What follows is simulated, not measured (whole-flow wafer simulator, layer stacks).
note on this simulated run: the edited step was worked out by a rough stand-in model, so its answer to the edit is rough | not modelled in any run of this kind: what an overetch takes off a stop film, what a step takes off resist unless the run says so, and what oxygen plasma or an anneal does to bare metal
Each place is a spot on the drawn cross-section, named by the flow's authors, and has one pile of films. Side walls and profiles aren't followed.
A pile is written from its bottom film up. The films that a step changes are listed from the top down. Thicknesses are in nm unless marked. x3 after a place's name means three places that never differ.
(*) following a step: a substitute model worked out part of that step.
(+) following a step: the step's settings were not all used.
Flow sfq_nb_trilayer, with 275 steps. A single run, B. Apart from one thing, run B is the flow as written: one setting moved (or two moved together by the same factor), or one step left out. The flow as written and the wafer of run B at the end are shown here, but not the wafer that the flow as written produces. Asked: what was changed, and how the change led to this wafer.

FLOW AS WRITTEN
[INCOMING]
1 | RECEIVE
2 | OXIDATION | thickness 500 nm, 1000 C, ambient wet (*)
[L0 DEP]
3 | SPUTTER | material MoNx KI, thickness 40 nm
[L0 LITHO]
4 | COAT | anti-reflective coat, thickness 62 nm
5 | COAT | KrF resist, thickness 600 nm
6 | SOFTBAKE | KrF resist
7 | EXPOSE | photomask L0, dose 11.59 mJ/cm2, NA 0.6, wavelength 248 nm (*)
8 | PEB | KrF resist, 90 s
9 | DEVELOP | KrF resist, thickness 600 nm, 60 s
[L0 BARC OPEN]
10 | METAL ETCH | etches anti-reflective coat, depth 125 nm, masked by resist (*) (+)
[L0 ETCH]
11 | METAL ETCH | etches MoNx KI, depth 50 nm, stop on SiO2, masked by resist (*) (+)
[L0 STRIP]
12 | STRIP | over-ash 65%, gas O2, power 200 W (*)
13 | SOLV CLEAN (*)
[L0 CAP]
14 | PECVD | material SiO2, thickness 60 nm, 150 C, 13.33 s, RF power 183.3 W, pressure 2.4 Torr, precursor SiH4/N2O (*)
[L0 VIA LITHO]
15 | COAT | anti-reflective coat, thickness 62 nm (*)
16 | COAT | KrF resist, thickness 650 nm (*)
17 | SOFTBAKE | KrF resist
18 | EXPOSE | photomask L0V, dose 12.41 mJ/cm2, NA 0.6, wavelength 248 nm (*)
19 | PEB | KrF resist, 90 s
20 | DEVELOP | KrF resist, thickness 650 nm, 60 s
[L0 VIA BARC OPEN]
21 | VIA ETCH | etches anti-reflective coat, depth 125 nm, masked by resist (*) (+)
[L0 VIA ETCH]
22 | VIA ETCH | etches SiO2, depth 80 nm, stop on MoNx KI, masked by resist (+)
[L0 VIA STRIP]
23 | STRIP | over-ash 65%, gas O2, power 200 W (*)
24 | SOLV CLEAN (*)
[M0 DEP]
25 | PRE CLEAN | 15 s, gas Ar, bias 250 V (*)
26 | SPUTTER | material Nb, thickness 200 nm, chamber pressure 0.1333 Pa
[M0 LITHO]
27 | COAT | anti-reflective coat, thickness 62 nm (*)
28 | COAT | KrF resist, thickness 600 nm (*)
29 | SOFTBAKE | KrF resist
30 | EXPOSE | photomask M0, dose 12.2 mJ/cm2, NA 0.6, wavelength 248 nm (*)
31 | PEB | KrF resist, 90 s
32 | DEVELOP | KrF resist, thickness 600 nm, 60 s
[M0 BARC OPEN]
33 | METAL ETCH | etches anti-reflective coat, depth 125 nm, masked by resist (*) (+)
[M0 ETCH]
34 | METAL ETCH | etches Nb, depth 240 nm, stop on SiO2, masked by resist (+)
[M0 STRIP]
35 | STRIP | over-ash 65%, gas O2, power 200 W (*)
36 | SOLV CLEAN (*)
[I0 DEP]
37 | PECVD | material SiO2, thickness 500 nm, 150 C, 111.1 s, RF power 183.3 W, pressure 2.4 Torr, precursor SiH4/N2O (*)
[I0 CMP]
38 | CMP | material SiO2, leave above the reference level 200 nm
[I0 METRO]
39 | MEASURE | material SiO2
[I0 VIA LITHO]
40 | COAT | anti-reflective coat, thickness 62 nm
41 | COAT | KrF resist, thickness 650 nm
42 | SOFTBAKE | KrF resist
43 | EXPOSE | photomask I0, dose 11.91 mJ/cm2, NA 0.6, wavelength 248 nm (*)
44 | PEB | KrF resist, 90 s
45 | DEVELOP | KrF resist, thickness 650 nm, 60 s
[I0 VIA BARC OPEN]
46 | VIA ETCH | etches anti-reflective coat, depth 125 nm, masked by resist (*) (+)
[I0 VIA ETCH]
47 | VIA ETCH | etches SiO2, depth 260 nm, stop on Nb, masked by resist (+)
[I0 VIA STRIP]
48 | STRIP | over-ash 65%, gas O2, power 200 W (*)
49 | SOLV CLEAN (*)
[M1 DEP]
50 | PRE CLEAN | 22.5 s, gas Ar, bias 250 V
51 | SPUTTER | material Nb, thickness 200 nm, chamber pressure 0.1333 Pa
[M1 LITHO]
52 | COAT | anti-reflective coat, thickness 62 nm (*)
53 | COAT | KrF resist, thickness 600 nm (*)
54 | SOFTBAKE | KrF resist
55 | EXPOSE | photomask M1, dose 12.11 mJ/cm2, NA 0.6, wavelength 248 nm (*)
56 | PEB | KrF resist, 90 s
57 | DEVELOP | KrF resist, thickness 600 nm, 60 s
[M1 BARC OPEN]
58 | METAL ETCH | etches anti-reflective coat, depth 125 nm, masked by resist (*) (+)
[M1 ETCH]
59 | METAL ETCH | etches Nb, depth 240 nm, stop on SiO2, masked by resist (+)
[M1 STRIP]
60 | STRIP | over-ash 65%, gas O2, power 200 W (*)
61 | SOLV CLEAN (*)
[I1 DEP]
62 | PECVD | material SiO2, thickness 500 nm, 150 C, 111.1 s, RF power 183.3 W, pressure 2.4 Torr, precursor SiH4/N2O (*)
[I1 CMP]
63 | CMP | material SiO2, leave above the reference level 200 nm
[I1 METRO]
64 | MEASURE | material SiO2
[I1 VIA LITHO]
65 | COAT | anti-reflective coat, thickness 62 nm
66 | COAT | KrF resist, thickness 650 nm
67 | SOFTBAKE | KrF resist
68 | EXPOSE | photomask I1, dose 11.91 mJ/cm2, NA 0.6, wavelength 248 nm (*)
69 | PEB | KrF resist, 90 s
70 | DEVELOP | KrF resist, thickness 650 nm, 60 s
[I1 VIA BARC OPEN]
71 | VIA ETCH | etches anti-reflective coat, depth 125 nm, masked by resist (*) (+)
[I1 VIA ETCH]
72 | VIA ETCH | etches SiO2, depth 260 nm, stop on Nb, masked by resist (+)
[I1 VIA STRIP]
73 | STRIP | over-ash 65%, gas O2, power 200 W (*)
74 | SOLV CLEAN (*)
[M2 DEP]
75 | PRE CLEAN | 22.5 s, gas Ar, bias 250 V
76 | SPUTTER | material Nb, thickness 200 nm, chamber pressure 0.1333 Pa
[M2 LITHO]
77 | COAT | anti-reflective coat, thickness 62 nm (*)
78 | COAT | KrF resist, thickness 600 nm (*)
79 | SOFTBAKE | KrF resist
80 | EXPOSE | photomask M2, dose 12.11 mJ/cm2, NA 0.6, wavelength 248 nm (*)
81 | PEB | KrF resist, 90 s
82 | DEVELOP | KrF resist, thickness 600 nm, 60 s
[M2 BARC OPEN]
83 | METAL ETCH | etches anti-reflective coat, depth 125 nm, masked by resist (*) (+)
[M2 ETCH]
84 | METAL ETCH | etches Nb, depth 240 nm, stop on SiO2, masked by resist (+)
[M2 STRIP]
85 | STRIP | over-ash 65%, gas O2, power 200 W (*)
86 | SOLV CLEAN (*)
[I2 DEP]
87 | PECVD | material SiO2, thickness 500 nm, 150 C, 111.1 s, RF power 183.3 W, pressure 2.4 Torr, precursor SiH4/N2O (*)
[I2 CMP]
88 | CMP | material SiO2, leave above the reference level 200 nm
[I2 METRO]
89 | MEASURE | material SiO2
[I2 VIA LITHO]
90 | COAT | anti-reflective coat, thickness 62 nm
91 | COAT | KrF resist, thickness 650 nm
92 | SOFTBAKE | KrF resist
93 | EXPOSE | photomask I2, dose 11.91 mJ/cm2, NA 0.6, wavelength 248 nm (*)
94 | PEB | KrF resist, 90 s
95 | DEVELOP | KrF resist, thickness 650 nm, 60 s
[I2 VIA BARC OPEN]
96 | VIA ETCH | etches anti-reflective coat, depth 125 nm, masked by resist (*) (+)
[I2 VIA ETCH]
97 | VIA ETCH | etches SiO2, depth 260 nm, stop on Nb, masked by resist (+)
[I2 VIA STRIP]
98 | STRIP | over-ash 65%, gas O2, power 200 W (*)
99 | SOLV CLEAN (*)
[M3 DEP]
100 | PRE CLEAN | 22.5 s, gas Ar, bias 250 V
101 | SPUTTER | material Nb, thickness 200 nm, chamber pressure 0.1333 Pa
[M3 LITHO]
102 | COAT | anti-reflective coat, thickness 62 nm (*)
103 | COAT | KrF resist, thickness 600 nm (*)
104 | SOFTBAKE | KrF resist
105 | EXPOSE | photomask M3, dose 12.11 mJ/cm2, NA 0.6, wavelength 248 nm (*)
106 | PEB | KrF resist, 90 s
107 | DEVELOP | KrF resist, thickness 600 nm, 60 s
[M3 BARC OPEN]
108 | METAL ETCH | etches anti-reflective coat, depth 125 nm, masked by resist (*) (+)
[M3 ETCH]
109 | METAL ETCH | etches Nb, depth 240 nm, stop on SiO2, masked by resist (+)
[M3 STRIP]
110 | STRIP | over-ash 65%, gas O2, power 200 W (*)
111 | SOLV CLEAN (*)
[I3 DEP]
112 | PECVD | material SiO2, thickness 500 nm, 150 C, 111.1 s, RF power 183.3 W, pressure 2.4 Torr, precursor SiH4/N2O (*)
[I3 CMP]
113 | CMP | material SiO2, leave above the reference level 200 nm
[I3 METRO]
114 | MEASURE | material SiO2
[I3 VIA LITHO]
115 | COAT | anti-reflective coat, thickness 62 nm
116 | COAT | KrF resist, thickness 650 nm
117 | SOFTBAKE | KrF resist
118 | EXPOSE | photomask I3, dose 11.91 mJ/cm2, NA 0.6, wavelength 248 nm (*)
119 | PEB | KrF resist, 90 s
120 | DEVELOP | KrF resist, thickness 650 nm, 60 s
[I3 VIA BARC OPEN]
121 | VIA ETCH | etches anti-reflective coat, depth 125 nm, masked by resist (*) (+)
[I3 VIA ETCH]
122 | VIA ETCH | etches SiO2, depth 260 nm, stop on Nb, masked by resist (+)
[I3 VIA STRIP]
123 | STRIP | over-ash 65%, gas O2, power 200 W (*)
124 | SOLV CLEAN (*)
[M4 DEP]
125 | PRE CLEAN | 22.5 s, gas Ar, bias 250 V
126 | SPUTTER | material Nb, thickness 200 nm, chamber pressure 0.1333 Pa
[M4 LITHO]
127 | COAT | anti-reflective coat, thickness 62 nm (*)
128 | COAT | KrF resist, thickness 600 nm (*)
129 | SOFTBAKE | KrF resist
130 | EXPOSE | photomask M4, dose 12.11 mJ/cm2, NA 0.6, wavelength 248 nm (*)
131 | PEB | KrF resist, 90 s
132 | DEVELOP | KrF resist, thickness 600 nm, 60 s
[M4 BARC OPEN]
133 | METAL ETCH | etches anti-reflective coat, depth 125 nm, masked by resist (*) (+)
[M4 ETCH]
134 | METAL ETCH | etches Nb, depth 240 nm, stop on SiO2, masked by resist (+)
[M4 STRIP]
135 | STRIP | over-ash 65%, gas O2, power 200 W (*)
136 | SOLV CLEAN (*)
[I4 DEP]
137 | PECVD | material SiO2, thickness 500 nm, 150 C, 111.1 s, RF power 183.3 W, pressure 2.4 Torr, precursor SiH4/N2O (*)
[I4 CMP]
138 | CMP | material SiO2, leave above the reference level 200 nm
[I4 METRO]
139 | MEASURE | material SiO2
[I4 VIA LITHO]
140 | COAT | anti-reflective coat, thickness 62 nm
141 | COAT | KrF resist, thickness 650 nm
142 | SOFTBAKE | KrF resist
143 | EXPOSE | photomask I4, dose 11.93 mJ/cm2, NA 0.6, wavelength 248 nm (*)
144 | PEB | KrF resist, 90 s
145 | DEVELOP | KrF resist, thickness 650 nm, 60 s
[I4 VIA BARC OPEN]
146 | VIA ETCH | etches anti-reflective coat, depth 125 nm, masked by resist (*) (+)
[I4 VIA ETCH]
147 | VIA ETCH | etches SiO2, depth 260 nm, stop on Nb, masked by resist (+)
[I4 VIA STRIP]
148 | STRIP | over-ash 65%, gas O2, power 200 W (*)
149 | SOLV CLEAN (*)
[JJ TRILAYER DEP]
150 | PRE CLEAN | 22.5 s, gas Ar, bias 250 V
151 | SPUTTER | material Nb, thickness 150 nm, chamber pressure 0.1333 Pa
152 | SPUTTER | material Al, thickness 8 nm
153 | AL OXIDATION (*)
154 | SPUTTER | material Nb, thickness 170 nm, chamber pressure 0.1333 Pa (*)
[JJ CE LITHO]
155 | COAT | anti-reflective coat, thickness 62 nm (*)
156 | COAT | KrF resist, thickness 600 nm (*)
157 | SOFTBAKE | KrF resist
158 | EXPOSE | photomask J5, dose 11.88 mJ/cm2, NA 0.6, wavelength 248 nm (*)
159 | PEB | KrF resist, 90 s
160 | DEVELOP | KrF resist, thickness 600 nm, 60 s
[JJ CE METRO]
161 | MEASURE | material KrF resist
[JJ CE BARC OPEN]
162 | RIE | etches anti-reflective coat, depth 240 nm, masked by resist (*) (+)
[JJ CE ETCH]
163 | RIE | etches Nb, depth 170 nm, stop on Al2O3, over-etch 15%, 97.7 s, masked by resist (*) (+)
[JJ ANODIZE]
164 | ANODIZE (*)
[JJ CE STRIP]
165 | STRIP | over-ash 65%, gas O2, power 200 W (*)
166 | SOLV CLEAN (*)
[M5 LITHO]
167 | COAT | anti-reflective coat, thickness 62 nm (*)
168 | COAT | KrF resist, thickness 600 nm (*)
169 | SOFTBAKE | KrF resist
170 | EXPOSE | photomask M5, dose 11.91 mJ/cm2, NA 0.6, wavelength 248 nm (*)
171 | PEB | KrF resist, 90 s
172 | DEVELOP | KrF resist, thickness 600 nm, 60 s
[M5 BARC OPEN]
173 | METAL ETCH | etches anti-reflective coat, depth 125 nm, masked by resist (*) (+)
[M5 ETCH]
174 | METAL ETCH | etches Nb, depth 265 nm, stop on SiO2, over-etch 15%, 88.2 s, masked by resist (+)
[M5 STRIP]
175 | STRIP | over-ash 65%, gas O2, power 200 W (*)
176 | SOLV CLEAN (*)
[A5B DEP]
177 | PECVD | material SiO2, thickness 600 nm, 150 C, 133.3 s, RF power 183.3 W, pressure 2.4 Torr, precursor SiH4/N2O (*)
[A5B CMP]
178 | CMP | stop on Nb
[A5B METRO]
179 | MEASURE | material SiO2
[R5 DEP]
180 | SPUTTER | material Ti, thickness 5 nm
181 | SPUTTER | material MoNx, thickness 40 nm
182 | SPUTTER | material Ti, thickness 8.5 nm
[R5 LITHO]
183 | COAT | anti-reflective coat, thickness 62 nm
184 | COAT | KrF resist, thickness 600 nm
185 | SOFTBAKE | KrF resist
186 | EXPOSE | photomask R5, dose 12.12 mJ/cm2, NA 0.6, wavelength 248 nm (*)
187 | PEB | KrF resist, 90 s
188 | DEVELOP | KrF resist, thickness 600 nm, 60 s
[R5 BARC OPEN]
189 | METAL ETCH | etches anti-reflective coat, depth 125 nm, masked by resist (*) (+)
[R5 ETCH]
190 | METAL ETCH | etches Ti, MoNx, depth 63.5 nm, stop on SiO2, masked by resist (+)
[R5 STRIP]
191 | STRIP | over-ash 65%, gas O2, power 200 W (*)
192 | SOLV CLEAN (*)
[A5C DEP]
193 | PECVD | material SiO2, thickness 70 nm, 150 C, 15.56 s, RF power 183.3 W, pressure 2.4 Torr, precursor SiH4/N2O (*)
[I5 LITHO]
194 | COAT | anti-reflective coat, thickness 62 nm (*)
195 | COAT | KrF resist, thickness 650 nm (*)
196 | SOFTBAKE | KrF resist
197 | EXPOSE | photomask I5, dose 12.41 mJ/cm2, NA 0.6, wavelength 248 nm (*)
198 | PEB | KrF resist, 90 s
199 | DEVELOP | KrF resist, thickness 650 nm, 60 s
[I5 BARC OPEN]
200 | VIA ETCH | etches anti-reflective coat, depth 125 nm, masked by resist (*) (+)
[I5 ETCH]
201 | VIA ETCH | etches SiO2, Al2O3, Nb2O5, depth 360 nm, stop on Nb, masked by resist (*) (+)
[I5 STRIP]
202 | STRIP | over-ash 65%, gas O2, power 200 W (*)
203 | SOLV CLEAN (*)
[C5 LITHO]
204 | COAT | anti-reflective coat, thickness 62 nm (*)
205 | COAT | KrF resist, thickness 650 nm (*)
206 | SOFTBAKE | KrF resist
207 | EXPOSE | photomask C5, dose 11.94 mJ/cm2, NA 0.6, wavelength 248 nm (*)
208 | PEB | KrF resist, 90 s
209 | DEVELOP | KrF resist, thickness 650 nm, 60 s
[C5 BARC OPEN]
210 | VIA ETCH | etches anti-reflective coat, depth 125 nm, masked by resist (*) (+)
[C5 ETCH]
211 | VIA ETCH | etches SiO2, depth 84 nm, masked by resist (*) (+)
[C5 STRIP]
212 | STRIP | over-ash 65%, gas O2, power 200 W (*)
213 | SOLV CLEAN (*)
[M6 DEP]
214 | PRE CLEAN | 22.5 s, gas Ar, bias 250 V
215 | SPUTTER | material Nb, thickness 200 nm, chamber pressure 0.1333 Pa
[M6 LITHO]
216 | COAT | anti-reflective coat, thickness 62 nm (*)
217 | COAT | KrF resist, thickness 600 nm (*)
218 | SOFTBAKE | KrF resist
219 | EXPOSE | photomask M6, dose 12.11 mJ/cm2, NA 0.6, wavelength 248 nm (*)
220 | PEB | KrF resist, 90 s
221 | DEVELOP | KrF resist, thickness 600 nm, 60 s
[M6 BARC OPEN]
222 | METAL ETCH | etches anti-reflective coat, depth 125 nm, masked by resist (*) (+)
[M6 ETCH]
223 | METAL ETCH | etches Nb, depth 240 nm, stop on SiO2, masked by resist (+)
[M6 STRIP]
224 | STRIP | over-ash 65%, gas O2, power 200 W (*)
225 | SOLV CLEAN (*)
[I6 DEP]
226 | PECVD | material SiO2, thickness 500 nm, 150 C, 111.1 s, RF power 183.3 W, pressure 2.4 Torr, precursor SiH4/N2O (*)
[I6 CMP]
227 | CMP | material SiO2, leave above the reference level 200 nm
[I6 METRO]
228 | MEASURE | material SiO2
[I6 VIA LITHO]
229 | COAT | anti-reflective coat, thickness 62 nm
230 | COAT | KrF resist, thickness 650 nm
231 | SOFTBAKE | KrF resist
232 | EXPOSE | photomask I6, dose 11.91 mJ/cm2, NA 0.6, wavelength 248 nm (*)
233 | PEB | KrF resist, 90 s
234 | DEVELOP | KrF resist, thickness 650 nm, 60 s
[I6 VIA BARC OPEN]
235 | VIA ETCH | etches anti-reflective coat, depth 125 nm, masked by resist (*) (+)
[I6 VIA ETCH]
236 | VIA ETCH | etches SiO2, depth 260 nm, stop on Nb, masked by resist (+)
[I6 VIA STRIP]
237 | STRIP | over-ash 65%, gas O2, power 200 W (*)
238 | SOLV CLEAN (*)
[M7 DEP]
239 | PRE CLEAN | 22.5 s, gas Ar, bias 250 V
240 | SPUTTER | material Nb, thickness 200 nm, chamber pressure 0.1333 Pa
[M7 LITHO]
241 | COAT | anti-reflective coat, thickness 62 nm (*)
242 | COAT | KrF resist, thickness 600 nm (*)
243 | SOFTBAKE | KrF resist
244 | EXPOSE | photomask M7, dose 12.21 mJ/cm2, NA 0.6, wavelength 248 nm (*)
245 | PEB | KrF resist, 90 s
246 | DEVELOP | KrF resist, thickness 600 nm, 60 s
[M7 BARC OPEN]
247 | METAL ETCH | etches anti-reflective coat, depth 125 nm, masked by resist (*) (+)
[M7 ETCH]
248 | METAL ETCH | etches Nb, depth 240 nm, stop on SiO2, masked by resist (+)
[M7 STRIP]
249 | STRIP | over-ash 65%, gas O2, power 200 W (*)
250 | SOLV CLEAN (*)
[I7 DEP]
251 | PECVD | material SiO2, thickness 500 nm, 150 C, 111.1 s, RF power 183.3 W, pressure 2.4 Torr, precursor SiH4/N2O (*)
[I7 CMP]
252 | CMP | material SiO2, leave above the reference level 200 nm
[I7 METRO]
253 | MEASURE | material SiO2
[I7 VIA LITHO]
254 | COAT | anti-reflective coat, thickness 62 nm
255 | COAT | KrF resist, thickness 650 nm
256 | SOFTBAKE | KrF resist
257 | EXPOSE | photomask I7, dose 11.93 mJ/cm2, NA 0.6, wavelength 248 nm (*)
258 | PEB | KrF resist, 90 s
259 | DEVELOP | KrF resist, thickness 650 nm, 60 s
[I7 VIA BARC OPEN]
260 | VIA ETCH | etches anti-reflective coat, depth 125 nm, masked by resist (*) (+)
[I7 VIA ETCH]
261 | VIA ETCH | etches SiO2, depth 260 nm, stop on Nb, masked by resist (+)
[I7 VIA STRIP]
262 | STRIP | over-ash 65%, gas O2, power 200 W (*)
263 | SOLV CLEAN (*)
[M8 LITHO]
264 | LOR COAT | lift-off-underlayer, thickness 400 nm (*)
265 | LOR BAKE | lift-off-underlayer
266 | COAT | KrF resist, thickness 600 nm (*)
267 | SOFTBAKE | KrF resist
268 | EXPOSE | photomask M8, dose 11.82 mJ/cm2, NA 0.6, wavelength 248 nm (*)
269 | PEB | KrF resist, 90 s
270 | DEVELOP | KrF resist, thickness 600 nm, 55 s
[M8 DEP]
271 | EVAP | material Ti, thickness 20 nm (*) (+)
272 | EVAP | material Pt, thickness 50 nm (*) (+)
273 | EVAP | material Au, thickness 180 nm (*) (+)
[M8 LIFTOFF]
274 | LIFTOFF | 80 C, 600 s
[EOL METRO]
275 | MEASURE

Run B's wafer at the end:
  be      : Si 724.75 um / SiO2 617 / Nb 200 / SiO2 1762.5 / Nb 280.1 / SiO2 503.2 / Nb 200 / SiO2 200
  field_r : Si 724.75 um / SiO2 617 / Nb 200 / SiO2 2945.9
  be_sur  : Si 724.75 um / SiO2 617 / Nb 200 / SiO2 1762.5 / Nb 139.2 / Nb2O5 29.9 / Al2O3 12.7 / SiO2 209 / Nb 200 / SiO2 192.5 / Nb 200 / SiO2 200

What caused this: step 2, OXIDATION: thickness 562 nm was run, while the flow as written has thickness 500 nm.

The path from the change to this, step by step:
  2 | OXIDATION | thickness 500 nm, 1000 C, ambient wet (*)
      field_l, v_sur, via_wl and 103 more: SiO2 gains 562 (new film), chemical SiO2 loses 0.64 (all of it), Si loses 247 (in the flow as written it would be: SiO2 gains 500 (new film), chemical SiO2 loses 0.64 (all of it), Si loses 219.7)
